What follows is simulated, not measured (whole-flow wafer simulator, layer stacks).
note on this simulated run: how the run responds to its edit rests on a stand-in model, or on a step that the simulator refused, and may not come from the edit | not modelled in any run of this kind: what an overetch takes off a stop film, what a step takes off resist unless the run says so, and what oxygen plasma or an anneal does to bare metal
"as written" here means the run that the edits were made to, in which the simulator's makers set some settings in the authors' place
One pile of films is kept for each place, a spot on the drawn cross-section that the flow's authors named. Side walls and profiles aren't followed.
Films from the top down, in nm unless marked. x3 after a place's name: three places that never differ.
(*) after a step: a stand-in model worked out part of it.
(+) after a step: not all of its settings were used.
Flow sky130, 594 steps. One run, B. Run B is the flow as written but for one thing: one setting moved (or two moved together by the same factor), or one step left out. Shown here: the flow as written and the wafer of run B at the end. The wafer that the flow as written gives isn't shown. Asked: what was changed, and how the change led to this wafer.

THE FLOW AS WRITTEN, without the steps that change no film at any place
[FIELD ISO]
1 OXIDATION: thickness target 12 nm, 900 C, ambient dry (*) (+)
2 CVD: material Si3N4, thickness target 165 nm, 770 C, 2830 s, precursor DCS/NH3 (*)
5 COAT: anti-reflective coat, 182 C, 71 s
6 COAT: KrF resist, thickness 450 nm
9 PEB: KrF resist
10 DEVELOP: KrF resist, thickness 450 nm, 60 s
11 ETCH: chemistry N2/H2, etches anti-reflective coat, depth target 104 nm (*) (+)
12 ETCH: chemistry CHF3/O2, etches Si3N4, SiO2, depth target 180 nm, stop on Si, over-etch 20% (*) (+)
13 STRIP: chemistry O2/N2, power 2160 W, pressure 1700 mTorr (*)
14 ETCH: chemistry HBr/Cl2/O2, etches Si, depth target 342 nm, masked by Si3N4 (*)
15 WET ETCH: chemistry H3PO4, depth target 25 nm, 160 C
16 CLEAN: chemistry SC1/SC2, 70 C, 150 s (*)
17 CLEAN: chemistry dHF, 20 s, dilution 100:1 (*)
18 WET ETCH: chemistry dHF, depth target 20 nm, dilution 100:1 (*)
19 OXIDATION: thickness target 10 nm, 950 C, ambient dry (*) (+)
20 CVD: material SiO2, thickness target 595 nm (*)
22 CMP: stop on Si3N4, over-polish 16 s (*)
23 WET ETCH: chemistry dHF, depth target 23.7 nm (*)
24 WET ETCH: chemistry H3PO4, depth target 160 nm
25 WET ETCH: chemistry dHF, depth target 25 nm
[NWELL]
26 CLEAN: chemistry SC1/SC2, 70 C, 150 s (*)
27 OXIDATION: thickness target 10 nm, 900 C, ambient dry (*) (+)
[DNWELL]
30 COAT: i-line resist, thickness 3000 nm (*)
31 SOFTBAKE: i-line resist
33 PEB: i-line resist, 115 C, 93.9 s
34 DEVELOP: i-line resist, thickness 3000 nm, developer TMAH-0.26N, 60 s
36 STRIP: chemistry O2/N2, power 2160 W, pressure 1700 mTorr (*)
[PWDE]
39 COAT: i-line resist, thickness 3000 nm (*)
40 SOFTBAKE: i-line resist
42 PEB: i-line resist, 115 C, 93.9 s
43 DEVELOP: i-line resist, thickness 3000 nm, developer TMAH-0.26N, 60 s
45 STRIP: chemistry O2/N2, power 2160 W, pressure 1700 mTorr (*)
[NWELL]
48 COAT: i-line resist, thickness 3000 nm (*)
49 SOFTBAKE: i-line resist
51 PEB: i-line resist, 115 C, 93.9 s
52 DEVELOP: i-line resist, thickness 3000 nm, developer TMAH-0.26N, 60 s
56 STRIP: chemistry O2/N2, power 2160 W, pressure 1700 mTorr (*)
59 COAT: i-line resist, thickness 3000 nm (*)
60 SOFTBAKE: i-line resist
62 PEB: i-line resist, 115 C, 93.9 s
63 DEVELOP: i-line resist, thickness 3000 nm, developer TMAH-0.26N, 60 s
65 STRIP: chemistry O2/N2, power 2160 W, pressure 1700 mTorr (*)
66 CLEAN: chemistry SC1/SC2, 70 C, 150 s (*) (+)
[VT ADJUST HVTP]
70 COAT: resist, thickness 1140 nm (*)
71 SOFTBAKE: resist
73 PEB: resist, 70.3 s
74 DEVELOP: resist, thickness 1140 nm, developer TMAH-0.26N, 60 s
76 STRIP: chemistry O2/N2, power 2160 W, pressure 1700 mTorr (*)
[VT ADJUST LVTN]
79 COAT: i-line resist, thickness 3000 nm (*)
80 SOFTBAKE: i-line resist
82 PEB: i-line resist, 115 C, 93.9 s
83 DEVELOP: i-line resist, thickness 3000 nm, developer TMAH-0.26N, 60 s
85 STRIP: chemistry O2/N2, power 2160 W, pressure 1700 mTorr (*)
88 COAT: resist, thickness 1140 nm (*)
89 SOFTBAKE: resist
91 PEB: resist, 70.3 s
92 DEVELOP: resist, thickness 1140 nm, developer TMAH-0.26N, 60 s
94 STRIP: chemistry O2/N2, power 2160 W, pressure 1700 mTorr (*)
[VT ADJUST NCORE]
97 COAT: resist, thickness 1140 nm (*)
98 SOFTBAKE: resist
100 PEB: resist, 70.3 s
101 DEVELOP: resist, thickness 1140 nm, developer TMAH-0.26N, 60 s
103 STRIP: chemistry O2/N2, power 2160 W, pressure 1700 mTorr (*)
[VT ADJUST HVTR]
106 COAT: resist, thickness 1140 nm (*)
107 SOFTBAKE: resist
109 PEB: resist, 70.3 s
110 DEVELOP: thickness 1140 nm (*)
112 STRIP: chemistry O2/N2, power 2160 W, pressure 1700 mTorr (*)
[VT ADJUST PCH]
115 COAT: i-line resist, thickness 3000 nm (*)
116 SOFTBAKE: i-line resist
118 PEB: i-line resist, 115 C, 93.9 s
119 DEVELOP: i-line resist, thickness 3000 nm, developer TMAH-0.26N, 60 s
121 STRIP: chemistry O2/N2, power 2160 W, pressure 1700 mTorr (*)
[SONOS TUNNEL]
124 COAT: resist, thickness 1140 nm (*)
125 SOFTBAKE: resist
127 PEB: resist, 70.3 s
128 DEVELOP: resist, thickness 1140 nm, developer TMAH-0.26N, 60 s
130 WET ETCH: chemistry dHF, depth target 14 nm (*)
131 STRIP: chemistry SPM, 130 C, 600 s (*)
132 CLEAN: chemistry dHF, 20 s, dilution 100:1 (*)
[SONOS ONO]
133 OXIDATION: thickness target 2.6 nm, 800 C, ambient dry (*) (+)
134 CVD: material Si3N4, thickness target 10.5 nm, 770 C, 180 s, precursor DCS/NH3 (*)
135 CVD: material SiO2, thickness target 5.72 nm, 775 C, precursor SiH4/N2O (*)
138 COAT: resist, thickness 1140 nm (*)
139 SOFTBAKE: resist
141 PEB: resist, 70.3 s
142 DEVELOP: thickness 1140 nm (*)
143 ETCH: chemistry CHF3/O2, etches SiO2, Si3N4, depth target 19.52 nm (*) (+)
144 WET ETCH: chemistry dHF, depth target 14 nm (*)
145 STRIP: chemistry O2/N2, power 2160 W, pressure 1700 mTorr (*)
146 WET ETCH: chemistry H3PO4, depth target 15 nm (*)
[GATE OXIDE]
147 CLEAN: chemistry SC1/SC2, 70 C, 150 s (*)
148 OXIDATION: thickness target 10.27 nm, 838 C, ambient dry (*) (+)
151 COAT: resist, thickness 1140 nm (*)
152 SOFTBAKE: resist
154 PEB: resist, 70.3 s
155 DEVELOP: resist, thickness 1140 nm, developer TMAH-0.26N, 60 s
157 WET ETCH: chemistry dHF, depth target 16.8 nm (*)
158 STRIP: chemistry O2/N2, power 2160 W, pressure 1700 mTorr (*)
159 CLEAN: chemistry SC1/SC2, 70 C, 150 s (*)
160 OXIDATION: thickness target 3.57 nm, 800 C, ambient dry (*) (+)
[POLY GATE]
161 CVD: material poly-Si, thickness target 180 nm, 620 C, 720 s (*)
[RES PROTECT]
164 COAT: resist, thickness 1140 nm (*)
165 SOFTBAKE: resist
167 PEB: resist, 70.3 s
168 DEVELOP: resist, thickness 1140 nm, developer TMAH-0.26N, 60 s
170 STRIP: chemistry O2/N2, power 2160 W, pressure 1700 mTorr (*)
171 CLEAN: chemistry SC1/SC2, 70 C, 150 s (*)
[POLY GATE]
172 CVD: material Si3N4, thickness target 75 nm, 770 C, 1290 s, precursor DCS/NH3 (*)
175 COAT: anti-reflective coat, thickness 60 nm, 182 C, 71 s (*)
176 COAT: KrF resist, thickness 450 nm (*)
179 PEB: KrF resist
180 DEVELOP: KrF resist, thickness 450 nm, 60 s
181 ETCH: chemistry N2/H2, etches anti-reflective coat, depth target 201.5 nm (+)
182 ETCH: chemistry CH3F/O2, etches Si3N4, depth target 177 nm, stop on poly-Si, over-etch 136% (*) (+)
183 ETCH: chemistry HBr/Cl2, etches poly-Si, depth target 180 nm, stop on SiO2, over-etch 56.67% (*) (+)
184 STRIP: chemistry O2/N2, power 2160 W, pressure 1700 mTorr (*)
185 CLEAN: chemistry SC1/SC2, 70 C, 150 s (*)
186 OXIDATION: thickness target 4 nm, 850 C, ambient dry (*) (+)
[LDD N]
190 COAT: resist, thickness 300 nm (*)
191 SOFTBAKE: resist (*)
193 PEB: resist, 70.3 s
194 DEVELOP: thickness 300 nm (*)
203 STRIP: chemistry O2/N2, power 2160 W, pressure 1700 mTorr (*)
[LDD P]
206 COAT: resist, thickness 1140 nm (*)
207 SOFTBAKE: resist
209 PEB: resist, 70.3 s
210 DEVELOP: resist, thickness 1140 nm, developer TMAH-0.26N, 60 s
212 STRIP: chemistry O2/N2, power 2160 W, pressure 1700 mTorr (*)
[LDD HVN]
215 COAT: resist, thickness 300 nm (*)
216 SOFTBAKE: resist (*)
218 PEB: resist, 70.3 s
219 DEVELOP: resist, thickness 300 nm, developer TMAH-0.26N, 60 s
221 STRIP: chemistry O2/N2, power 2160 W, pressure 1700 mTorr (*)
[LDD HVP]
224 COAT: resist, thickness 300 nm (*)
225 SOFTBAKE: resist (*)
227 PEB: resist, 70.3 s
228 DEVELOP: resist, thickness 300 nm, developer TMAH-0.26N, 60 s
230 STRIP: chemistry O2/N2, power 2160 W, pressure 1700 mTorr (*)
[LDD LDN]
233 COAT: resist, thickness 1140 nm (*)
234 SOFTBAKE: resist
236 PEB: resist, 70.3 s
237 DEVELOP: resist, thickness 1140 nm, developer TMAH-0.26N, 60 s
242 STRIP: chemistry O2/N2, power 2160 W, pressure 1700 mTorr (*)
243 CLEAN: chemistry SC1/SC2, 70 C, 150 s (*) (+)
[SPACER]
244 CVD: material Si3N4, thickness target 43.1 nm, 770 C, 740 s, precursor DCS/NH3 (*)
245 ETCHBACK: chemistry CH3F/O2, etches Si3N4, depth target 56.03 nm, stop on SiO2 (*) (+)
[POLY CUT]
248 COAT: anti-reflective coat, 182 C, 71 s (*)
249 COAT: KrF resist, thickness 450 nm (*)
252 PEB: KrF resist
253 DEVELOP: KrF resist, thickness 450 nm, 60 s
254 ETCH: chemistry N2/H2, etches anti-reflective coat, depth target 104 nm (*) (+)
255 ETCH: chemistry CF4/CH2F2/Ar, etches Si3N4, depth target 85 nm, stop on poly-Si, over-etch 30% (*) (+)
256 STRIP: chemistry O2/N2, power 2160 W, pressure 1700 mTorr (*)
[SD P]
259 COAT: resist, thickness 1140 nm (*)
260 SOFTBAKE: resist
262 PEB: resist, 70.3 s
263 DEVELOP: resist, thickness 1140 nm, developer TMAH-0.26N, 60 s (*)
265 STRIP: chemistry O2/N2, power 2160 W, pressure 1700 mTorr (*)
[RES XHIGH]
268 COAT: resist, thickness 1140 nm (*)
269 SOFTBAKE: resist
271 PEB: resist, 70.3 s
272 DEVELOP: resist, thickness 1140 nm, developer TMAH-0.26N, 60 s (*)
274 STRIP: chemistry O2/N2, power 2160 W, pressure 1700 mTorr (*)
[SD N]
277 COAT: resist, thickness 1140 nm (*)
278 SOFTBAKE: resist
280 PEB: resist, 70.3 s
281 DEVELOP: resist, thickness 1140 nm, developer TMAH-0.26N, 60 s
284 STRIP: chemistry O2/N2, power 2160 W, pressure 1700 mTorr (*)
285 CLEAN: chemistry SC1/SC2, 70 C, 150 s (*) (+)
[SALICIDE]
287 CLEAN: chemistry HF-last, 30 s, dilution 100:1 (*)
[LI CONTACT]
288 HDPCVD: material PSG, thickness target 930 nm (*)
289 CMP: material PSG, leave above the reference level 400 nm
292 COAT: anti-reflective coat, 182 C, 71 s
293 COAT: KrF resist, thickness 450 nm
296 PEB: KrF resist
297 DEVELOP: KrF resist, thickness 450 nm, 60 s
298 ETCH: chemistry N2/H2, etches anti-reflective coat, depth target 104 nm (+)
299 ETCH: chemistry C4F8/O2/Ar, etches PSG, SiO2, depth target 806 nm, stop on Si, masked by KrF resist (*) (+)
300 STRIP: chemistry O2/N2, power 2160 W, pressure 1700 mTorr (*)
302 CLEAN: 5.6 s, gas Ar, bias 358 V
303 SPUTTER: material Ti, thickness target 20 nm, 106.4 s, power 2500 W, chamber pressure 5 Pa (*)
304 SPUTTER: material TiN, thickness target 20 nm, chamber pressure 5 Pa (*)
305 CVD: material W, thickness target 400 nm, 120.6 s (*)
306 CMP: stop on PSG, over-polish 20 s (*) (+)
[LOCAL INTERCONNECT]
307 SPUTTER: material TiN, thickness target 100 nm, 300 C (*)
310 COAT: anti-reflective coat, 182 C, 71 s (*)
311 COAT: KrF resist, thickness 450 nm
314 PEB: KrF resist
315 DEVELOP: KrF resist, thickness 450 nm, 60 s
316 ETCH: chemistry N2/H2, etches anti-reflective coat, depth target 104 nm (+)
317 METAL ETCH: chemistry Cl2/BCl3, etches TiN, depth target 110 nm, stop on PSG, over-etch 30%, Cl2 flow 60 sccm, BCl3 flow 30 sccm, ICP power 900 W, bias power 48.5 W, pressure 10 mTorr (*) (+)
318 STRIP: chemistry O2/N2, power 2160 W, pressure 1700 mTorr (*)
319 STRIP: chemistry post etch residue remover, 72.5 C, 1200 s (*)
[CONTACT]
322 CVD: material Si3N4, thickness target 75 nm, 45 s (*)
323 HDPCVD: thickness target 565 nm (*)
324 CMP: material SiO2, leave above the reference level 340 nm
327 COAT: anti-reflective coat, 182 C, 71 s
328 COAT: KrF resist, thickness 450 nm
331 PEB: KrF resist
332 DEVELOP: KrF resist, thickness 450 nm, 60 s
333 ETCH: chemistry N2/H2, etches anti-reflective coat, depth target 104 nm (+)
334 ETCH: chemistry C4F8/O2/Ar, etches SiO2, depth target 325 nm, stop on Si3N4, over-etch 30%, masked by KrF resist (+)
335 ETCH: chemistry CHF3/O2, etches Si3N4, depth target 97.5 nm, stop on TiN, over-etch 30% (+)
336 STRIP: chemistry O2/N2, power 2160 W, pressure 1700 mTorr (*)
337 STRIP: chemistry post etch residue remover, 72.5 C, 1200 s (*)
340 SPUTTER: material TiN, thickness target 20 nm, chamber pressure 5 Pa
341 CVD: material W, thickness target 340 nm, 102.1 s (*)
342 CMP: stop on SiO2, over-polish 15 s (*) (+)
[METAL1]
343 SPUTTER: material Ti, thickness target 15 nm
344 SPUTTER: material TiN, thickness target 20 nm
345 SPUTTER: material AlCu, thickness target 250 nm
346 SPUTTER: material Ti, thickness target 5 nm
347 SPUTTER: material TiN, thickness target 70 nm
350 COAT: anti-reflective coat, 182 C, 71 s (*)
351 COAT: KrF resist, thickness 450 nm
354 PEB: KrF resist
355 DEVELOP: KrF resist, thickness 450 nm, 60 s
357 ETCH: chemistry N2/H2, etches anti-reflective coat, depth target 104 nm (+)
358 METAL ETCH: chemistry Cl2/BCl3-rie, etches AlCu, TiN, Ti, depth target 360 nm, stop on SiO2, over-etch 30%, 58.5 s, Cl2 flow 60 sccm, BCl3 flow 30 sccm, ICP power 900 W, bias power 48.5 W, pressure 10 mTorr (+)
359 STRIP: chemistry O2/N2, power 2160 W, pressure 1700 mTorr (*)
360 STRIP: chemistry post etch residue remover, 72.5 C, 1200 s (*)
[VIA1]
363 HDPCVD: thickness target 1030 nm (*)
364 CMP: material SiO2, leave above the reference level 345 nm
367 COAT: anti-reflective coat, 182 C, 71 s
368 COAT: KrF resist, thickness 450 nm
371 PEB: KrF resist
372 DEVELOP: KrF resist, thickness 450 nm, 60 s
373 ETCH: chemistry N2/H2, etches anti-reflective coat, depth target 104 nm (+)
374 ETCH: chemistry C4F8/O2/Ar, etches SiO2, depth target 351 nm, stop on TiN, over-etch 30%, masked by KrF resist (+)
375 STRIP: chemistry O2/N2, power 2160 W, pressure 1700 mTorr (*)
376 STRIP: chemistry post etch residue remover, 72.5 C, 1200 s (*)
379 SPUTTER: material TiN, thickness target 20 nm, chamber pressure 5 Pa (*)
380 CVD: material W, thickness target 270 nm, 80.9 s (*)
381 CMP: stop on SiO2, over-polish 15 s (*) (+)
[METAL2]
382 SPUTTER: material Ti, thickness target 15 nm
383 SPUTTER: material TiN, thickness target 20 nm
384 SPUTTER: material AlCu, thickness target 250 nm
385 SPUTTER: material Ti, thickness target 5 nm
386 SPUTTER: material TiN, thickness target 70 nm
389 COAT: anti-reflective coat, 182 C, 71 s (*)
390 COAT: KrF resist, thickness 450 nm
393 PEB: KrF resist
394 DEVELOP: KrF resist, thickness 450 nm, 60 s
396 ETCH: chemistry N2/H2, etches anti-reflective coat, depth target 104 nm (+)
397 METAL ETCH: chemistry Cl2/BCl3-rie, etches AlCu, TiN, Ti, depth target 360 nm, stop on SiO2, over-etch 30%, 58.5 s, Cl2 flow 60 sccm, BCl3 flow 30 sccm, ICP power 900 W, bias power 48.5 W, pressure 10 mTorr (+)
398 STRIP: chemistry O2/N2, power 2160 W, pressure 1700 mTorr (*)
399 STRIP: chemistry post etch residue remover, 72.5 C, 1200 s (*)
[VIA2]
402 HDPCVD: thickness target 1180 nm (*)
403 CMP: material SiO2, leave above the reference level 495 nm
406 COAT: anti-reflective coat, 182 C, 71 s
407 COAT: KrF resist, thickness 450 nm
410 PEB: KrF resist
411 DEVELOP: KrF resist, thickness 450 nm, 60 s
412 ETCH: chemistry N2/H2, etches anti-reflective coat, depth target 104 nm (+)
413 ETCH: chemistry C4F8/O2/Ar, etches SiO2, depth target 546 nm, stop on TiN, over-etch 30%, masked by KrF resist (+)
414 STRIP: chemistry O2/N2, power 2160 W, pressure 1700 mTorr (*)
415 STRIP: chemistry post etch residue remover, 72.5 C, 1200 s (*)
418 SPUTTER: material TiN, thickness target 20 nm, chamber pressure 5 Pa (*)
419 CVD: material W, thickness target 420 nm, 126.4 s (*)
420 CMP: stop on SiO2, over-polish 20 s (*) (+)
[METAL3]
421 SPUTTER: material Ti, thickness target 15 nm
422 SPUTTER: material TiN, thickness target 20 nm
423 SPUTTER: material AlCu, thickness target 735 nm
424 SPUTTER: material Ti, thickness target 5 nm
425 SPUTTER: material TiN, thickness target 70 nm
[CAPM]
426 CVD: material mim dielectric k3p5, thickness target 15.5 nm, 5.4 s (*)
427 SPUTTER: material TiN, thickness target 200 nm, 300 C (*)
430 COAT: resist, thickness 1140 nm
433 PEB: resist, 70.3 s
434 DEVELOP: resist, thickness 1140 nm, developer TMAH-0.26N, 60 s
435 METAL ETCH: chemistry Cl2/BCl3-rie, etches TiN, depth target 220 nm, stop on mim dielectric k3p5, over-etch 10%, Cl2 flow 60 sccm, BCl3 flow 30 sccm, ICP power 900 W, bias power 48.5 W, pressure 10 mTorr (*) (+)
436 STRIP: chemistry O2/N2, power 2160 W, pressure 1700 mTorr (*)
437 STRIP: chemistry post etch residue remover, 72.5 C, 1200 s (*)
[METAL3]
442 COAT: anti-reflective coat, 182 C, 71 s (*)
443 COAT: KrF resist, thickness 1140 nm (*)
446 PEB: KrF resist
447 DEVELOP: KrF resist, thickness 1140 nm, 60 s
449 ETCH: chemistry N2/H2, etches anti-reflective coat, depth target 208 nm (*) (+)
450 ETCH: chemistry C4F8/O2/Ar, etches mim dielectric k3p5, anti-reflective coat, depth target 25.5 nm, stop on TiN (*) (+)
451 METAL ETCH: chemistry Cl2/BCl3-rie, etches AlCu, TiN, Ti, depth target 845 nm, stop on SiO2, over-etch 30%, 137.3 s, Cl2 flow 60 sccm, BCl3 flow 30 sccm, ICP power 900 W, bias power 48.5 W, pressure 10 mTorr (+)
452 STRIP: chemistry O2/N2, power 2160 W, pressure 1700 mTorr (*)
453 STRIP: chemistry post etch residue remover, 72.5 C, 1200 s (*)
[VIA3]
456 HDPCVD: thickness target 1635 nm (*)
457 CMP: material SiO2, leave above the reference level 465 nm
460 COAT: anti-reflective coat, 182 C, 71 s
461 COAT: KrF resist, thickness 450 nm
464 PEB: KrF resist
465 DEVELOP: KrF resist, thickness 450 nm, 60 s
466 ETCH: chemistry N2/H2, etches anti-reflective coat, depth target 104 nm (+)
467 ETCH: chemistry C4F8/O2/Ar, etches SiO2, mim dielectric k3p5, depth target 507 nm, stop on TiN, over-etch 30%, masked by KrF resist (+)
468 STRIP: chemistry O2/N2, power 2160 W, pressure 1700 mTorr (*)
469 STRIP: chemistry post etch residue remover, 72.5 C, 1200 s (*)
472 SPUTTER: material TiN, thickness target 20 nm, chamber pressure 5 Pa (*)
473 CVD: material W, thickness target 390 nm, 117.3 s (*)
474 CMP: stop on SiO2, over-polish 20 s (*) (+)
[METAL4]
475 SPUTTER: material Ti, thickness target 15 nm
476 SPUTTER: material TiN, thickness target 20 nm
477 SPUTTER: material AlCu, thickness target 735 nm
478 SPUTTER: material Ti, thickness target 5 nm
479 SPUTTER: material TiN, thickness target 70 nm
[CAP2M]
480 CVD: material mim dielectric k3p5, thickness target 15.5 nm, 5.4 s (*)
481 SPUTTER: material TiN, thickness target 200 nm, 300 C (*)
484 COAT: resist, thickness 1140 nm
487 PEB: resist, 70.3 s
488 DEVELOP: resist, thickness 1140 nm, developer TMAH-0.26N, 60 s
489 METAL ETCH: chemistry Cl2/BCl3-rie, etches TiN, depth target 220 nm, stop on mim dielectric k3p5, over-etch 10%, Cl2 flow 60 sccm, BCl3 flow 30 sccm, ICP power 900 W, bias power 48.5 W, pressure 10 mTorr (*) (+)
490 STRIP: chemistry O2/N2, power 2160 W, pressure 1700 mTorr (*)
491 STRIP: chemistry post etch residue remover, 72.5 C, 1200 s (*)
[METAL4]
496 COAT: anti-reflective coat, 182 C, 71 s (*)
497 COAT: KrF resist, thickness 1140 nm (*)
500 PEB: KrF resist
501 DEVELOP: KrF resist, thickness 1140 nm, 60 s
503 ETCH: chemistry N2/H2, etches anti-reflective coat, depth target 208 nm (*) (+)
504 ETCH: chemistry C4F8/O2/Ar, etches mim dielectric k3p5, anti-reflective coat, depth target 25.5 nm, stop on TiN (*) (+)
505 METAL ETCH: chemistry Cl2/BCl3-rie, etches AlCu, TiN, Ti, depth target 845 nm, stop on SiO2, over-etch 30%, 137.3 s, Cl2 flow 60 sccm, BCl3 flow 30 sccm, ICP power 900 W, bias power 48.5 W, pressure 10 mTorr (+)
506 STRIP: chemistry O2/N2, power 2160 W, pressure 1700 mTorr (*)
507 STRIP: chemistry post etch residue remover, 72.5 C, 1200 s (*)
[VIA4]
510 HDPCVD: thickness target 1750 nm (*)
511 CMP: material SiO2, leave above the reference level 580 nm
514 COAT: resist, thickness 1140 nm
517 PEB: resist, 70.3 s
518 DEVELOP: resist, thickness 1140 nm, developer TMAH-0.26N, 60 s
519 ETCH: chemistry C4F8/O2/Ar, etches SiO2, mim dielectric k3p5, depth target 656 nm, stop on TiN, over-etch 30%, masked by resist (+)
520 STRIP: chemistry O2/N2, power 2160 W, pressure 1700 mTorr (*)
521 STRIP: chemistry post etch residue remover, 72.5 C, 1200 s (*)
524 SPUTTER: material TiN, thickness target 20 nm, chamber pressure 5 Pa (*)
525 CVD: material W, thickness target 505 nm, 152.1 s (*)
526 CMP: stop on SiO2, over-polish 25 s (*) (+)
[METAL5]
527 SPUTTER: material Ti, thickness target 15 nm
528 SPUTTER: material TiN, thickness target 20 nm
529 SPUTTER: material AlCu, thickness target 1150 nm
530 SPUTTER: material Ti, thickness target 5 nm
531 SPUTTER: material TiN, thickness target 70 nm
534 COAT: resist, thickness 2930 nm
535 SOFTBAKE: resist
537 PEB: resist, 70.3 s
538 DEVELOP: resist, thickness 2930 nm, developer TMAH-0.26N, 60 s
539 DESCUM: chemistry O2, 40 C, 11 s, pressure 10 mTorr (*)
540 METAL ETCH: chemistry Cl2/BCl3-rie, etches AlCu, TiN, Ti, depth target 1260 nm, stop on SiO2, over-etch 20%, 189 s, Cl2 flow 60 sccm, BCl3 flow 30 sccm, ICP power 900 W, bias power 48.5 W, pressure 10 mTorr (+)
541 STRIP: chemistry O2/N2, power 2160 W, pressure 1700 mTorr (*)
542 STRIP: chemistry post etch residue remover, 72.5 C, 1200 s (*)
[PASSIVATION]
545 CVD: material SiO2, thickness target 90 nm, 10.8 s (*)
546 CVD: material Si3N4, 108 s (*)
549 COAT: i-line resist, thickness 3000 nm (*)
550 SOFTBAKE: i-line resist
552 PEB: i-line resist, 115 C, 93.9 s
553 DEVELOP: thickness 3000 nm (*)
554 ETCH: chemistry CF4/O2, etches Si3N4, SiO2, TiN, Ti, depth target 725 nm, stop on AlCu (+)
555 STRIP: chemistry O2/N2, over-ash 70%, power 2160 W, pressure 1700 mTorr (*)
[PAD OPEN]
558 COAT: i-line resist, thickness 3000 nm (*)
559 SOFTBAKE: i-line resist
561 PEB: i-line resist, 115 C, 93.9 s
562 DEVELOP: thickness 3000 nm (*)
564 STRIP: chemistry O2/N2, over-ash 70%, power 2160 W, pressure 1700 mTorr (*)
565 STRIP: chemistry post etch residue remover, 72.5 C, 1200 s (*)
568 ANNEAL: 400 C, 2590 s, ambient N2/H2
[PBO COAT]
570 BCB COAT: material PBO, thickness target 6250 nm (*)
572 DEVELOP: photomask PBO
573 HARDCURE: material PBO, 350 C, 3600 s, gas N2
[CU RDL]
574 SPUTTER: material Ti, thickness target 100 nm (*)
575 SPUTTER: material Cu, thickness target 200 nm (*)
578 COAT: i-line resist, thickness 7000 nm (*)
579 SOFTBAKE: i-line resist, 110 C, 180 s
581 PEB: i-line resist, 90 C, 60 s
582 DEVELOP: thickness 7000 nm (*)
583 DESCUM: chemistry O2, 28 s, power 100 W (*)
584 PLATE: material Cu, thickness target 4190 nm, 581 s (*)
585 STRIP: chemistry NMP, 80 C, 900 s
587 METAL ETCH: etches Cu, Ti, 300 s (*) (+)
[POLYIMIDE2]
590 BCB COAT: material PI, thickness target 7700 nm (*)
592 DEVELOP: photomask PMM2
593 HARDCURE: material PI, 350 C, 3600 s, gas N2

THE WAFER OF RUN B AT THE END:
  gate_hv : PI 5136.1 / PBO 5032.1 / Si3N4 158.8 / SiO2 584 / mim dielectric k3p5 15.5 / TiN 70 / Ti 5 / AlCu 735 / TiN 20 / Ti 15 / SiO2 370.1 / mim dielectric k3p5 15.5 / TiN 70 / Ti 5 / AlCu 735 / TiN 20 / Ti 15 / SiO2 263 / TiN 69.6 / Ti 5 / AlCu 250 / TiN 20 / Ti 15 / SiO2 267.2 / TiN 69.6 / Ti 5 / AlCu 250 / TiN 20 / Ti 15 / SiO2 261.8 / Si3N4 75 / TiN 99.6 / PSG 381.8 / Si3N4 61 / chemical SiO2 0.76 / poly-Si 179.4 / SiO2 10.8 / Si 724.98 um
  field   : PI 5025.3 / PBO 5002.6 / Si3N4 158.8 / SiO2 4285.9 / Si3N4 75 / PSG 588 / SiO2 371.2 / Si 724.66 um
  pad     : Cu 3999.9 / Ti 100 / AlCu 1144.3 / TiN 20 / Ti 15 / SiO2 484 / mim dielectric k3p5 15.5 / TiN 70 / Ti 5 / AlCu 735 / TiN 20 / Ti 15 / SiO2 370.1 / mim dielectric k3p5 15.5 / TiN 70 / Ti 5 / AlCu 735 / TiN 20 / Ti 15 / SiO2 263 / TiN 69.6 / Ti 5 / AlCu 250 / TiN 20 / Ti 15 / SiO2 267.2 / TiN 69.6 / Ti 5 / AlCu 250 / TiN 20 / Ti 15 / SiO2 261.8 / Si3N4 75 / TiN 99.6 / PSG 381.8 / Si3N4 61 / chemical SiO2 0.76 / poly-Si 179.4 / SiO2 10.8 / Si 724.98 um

The cause: step 403, CMP: leave above the reference level 342 nm was run, where the flow has leave above the reference level 495 nm.

How the change led to this, step by step:
  403 CMP: material SiO2, leave above the reference level 495 nm
      n_well, p_well, gate_hv and 101 more: SiO2 -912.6 (as written it would be: SiO2 -759.6)
      field, active, gate and 82 more: SiO2 -542.1 (as written it would be: SiO2 -389.1)
      (and at 2 more places)
  413 ETCH: chemistry C4F8/O2/Ar, etches SiO2, depth target 546 nm, stop on TiN, over-etch 30%, masked by KrF resist (+)
      field, active, n_well and 186 more: KrF resist -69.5 (as written it would be: KrF resist -109.2)
      m1: SiO2 -267.3 (all of it) (as written it would be: SiO2 -420.3 (all of it))
      (and at 1 more place)
  414 STRIP: chemistry O2/N2, power 2160 W, pressure 1700 mTorr (*)
      field, active, n_well and 186 more: KrF resist -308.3 (all of it), anti-reflective coat -80 (all of it) (as written it would be: KrF resist -268.6 (all of it), anti-reflective coat -80 (all of it))
  418 SPUTTER: material TiN, thickness target 20 nm, chamber pressure 5 Pa (*)
      m1, via2_hole: TiN +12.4 (as written it would be: TiN +10.2)
  419 CVD: material W, thickness target 420 nm, 126.4 s (*)
      m1: W +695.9 (new film) (as written it would be: W +851.1 (new film))
      via2_hole: W +695.5 (new film) (as written it would be: W +850.7 (new film))
